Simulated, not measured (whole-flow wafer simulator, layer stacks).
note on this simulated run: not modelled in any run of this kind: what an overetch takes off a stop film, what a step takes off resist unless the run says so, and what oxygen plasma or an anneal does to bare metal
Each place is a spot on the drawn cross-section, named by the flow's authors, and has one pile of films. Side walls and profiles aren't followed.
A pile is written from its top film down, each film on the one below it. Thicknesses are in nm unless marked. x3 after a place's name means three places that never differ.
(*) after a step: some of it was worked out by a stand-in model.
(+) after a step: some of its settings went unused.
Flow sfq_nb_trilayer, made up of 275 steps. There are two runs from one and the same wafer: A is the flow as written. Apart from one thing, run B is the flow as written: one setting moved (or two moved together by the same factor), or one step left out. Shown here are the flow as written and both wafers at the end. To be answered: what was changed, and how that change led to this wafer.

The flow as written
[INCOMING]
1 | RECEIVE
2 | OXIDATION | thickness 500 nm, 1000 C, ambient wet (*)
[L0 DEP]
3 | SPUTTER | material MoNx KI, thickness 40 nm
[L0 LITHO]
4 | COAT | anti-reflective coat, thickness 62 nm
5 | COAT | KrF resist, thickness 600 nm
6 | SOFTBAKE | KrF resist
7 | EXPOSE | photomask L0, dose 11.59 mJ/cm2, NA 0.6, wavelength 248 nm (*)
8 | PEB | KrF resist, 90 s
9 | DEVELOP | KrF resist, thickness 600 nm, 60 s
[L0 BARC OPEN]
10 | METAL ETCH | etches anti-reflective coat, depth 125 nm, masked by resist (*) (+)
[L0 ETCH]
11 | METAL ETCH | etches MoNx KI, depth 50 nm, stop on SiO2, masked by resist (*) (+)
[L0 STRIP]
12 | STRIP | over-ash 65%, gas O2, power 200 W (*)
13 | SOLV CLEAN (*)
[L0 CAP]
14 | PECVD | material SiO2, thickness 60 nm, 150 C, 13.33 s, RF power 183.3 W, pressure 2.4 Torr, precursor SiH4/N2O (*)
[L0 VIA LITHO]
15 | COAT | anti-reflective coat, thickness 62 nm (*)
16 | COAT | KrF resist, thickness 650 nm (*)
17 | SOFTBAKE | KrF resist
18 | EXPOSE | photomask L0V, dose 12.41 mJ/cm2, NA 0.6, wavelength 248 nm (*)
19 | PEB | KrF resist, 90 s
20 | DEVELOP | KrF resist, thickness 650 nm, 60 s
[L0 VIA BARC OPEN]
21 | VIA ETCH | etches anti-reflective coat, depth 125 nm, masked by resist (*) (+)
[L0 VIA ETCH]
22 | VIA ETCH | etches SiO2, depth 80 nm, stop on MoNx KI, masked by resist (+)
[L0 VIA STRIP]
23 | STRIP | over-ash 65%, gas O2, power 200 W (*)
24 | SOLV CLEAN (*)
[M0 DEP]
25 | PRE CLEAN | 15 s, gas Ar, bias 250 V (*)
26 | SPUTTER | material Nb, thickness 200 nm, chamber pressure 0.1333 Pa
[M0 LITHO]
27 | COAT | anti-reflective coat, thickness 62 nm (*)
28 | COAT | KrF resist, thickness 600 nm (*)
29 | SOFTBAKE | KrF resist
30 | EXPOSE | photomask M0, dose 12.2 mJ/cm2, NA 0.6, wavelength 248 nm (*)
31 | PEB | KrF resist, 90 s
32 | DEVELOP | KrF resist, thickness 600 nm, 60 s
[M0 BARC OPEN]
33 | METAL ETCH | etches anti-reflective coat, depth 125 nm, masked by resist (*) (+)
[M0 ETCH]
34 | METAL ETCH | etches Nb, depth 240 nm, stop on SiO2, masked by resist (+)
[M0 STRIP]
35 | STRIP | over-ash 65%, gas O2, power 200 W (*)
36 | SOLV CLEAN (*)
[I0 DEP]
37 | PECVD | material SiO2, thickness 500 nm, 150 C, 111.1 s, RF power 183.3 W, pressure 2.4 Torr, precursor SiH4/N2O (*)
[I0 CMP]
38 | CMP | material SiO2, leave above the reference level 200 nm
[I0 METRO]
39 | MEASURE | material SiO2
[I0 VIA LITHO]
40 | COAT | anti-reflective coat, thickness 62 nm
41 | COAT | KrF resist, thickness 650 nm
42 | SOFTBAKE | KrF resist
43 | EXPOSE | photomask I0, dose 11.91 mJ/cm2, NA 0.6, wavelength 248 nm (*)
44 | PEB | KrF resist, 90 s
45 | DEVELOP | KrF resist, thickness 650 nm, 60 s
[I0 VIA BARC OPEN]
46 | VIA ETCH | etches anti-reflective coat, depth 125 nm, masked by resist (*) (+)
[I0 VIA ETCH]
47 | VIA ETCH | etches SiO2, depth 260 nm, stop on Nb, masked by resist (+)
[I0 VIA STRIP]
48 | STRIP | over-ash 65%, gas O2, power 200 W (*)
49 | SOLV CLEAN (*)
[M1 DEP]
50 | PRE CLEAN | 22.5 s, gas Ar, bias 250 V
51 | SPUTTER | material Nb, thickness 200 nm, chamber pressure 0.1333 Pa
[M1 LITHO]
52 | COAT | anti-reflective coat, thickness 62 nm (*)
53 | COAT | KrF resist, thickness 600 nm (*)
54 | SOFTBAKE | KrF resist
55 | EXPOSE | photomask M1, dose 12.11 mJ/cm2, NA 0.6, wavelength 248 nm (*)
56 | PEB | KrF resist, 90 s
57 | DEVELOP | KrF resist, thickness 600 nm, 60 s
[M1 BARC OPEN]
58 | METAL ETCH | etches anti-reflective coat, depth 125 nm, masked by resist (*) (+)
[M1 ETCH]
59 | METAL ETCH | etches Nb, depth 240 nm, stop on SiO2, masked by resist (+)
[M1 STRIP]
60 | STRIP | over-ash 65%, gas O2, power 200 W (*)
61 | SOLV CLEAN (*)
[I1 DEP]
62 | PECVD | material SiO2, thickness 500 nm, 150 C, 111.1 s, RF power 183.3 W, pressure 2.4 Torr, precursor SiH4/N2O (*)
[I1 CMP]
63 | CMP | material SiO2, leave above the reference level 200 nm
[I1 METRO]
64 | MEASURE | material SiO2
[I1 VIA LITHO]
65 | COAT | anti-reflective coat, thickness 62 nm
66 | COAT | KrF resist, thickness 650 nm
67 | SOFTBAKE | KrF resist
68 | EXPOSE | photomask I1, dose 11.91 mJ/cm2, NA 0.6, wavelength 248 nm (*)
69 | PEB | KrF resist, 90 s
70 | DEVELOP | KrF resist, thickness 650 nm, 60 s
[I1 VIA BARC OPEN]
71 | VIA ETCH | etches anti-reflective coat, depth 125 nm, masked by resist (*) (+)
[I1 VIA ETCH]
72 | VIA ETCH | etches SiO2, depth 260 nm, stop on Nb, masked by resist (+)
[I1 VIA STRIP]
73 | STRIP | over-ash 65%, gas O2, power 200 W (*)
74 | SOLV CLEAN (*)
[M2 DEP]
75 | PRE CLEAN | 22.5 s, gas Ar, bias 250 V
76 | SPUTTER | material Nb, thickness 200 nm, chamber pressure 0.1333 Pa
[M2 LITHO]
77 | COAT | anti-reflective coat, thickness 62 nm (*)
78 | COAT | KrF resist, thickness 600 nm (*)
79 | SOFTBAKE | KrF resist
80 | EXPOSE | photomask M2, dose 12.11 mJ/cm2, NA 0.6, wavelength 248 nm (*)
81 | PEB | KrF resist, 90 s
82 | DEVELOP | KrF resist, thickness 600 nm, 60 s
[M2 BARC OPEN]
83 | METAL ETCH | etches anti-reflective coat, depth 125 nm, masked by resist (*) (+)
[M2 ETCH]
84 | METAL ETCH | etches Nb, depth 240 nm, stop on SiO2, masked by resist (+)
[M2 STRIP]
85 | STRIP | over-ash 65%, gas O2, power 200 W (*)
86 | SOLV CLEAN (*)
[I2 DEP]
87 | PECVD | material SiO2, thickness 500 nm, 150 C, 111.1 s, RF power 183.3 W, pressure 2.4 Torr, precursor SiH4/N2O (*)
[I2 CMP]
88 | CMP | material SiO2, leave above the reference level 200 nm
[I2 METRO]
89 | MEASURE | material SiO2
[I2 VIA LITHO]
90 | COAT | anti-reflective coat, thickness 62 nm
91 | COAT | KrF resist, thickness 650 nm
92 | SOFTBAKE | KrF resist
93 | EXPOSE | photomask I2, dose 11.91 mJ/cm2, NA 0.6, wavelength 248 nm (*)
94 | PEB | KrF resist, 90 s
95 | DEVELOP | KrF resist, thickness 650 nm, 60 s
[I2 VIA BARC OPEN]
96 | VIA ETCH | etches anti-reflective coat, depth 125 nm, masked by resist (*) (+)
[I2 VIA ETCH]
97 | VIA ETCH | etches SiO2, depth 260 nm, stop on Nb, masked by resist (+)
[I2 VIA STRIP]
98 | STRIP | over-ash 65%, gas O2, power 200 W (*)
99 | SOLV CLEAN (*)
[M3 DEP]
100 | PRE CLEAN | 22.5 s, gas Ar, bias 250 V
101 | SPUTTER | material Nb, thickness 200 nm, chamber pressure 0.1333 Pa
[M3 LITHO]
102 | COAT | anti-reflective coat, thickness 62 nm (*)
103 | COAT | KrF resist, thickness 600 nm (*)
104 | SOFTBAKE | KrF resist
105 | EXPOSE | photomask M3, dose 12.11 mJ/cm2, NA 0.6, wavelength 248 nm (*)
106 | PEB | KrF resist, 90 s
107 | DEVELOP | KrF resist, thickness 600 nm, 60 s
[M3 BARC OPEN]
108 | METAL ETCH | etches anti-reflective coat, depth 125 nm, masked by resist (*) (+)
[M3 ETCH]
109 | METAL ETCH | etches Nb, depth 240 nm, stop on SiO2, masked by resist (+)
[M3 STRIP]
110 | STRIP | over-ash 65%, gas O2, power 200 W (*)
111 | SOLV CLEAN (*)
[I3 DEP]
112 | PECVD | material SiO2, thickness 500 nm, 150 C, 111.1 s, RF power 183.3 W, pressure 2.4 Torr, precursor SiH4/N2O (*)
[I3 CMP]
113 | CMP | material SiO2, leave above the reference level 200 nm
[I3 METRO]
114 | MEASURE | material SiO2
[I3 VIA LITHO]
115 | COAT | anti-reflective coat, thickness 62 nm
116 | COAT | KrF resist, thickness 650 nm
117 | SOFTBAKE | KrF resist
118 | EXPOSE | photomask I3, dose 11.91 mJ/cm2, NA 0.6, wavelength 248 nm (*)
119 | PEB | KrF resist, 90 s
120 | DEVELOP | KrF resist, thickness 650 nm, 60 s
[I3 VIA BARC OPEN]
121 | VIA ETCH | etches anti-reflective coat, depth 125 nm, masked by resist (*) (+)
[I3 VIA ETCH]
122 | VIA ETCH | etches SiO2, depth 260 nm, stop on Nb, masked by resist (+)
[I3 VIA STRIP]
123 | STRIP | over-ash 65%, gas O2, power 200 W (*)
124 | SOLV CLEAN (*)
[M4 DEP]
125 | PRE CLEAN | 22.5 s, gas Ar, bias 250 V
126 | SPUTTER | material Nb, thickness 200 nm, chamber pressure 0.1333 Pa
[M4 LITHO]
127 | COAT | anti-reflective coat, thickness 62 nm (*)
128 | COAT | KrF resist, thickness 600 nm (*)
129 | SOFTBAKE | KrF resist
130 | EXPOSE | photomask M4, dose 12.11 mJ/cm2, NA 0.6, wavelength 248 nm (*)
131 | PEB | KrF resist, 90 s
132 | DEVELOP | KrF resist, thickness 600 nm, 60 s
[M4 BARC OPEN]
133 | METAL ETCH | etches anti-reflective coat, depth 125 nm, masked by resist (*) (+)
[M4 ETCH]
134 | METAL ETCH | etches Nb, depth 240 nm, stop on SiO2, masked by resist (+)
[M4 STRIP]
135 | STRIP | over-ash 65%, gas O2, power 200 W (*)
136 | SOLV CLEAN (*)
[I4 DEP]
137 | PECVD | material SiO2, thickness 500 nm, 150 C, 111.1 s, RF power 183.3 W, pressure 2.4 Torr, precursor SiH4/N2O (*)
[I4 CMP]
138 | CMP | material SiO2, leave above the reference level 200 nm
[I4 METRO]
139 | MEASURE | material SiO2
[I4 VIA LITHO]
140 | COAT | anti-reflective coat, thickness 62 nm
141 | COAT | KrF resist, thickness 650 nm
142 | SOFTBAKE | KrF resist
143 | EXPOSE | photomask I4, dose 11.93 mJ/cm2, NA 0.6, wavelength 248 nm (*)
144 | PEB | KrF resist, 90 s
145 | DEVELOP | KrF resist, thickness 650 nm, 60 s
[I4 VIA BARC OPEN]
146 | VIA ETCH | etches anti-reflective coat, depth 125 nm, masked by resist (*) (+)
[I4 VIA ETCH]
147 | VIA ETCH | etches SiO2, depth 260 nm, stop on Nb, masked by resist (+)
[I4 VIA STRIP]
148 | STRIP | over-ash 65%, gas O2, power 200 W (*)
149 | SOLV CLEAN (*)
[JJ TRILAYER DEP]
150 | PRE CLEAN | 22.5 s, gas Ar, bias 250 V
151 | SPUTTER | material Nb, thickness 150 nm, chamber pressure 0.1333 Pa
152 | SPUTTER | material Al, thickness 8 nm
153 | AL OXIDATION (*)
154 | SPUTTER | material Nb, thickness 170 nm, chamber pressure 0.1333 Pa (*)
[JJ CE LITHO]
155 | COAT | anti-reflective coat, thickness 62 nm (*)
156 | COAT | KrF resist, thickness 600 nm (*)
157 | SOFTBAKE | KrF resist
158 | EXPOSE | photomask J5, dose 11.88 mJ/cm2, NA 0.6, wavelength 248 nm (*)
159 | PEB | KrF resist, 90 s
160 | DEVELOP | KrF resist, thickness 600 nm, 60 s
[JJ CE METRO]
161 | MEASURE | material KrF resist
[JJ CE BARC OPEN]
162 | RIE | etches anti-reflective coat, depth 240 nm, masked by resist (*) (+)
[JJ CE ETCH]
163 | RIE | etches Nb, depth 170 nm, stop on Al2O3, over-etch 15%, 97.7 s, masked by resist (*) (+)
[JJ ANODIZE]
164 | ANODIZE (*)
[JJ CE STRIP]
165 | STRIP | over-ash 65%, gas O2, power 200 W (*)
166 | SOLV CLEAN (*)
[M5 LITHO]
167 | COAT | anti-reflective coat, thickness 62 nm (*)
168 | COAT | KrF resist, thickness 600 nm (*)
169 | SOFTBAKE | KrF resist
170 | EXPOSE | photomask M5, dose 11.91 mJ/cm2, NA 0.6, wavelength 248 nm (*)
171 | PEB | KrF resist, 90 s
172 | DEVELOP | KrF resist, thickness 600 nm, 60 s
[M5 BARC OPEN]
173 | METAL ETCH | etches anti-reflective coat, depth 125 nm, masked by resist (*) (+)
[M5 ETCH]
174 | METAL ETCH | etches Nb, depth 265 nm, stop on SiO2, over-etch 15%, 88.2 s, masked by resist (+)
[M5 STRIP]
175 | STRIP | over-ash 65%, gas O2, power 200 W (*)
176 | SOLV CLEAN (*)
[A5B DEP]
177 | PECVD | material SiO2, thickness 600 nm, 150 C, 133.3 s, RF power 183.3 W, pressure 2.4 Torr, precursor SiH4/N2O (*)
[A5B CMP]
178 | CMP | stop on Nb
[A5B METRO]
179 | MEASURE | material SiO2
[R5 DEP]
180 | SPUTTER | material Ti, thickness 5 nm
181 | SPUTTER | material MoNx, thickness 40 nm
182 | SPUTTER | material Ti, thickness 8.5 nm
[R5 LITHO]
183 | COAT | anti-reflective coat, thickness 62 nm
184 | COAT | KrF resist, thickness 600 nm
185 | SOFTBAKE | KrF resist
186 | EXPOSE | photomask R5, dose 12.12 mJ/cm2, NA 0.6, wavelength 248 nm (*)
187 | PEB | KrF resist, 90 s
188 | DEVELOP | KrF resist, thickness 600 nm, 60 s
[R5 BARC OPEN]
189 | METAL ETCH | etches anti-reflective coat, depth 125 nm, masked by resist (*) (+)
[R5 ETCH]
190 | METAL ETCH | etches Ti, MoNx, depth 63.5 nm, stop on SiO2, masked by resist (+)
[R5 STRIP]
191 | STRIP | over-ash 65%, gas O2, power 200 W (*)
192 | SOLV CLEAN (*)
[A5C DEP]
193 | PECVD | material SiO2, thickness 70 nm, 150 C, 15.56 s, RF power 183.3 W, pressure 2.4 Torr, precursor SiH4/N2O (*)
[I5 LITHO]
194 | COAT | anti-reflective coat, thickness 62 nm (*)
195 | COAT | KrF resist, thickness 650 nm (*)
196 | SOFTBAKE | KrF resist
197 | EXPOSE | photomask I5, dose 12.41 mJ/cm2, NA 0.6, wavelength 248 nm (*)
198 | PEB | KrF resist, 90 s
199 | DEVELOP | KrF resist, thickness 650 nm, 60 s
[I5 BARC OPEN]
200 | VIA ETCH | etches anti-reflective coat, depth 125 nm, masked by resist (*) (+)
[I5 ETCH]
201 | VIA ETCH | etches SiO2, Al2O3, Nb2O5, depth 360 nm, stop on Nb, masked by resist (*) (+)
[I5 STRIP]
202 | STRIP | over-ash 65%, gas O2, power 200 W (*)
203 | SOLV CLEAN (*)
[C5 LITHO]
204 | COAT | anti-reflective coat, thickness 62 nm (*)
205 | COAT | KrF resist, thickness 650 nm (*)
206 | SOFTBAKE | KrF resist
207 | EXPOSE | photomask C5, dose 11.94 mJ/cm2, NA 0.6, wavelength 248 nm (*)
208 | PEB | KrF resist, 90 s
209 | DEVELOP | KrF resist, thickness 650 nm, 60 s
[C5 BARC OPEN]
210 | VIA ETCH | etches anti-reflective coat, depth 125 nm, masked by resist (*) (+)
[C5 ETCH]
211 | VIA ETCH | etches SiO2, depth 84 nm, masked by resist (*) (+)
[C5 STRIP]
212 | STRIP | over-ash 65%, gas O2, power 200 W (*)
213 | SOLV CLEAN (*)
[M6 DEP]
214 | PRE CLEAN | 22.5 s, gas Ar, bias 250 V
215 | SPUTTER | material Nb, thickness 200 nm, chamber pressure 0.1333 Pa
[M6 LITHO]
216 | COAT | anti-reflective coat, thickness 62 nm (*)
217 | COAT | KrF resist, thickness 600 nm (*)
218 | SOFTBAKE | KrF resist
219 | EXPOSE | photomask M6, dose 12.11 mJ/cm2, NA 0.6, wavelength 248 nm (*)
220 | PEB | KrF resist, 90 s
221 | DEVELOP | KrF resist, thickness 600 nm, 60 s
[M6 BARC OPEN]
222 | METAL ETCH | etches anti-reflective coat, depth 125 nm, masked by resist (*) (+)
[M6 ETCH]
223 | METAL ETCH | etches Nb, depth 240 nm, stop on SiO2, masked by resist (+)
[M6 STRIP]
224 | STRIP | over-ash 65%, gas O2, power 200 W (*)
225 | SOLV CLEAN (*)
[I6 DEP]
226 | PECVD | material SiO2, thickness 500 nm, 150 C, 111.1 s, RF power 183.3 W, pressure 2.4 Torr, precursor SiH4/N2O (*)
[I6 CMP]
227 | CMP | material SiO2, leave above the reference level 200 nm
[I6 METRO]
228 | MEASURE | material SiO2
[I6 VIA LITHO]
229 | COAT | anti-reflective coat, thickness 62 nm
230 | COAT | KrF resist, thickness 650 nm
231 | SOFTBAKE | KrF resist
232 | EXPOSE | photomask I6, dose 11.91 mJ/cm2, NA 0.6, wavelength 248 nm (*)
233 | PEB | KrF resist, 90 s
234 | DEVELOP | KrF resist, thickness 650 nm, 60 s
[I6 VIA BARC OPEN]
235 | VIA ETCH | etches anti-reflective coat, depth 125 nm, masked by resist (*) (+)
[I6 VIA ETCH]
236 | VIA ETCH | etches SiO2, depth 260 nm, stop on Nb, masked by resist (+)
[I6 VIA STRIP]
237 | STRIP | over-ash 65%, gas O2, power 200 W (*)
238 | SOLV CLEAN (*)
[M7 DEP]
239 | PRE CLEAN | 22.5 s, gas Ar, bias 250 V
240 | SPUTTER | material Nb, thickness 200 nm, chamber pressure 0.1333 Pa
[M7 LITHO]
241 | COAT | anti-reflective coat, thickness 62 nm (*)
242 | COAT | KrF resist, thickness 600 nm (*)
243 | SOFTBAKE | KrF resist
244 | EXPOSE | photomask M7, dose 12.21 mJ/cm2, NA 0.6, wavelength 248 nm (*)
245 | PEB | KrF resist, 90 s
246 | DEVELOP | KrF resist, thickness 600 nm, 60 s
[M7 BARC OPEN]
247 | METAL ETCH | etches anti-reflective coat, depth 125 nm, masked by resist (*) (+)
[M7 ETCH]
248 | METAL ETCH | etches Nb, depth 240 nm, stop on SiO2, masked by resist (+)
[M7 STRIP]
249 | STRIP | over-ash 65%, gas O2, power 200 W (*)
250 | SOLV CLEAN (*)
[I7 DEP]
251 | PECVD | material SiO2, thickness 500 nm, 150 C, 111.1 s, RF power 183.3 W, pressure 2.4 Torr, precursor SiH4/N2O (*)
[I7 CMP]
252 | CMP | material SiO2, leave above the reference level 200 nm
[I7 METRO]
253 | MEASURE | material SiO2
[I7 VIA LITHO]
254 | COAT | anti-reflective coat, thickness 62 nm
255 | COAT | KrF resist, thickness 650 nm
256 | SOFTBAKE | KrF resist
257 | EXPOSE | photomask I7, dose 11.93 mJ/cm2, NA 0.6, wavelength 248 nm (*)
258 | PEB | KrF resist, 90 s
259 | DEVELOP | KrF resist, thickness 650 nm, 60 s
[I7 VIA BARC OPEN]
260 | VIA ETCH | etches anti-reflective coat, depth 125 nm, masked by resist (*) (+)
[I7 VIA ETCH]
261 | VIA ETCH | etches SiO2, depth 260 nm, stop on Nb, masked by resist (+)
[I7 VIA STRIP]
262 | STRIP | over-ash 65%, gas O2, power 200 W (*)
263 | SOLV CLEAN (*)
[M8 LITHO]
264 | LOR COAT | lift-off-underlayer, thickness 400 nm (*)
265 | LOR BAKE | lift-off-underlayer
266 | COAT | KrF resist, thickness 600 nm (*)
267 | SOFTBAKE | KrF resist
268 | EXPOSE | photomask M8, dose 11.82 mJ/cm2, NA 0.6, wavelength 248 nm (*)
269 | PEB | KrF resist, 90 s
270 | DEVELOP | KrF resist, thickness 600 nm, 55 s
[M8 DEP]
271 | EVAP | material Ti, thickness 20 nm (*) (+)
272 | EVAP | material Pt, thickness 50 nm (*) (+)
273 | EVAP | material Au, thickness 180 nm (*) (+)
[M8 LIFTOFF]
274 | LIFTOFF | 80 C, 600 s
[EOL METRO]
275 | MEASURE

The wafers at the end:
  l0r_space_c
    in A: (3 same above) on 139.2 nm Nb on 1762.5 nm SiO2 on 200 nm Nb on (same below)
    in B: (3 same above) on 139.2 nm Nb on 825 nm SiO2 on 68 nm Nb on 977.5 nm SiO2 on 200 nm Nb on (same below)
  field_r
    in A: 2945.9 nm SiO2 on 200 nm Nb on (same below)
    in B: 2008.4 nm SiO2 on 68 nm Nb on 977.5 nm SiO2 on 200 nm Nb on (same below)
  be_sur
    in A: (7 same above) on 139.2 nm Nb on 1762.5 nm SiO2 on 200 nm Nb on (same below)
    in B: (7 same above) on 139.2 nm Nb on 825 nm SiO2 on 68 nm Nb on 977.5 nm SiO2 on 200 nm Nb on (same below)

Cause: step 101, SPUTTER: thickness 308 nm was run, while the flow as written has thickness 200 nm.

How this came from the change, step by step:
  101 | SPUTTER | material Nb, thickness 200 nm, chamber pressure 0.1333 Pa
      field_l, v_sur, via_wl and 102 more: A Nb gains 200 (new film) | B Nb gains 308 (new film)
      via_w: A Nb gains 165.5 | B Nb gains 256.6
  102 | COAT | anti-reflective coat, thickness 62 nm (*)
      via_w: A anti-reflective coat gains 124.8 (new film) | B anti-reflective coat gains 127.6 (new film)
  109 | METAL ETCH | etches Nb, depth 240 nm, stop on SiO2, masked by resist (+)
      field_l, be, be_sur and 72 more: A Nb loses 200 (all of it) | B Nb loses 240
  110 | STRIP | over-ash 65%, gas O2, power 200 W (*)
      via_w: A KrF resist loses 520 (all of it), anti-reflective coat loses 124.8 (all of it) | B KrF resist loses 531.7 (all of it), anti-reflective coat loses 127.6 (all of it)
  112 | PECVD | material SiO2, thickness 500 nm, 150 C, 111.1 s, RF power 183.3 W, pressure 2.4 Torr, precursor SiH4/N2O (*)
      field_l, be, be_sur and 64 more: A SiO2 gains 500 | B SiO2 gains 500 (new film)
      p4_g1, p4_g2, p3_s0, p3_s1, p3_s2, p3_s3, p3_s4, p3_s5: A SiO2 gains 557.1 | B SiO2 gains 597.1 (new film)
  113 | CMP | material SiO2, leave above the reference level 200 nm
      field_l, be, be_sur and 64 more: A SiO2 loses 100 | B SiO2 loses 60
      via_w: A SiO2 loses 181.6 | B SiO2 loses 157.1
Taking metal films that touch as one body, l0r_space_c has 3 bodies (between them, from the top down: SiO2 825; SiO2 977.5); the flow as written gives 2 bodies (between them, from the top down: SiO2 1762.5).
Taking metal films that touch as one body, field_r has 2 bodies (between them, from the top down: SiO2 977.5); the flow as written gives 1 body.
Taking metal films that touch as one body, be_sur has 5 bodies (between them, from the top down: SiO2 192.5; SiO2 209 / Al2O3 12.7 / Nb2O5 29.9; SiO2 825; SiO2 977.5); the flow as written gives 4 bodies (between them, from the top down: SiO2 192.5; SiO2 209 / Al2O3 12.7 / Nb2O5 29.9; SiO2 1762.5).
